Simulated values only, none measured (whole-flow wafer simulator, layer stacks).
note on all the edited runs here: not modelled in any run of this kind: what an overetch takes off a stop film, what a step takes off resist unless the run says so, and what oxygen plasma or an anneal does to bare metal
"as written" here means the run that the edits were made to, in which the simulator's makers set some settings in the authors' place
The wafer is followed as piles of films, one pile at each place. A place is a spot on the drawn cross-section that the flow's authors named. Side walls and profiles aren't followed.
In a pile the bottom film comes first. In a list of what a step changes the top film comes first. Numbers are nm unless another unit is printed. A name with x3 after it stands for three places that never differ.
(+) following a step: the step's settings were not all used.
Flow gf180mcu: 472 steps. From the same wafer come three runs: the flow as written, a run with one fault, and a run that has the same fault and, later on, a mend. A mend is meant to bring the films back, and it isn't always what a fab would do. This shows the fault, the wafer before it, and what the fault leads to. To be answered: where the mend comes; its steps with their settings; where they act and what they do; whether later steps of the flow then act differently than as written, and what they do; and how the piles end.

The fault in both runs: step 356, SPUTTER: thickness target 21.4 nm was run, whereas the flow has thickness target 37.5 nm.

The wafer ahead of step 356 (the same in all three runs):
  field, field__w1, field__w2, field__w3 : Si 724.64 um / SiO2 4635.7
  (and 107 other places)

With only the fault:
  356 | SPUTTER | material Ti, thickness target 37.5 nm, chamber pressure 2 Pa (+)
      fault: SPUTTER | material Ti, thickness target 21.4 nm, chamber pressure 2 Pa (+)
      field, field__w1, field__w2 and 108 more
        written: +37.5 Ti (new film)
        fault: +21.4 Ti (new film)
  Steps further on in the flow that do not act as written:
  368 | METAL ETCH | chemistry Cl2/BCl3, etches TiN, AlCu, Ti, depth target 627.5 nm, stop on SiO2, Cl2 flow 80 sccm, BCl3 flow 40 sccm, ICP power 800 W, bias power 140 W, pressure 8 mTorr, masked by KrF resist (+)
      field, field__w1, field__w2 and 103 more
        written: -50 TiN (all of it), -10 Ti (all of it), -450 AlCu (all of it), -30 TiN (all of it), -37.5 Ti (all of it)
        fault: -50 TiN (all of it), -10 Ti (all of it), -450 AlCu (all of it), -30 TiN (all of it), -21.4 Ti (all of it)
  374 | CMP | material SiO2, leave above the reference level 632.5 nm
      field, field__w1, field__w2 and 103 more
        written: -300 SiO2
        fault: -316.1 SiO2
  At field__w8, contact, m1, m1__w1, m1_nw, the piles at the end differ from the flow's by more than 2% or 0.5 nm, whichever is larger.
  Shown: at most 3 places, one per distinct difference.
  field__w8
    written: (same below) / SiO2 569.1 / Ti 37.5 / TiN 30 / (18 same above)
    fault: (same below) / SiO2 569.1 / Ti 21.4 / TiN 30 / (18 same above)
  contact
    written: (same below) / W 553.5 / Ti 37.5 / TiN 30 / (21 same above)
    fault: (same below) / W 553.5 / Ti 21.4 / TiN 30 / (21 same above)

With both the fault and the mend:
  The mend stands after step 356.
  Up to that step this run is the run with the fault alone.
  356a | SPUTTER | material Ti, thickness target 16.1 nm, chamber pressure 2 Pa (+) (the flow's step 356 again, with other settings)
      field, field__w1, field__w2 and 108 more
        +16.1 Ti
  Later steps of the flow that are run all act as written at every place that is followed.
  The piles end the same as the flow's at every place that both follow.
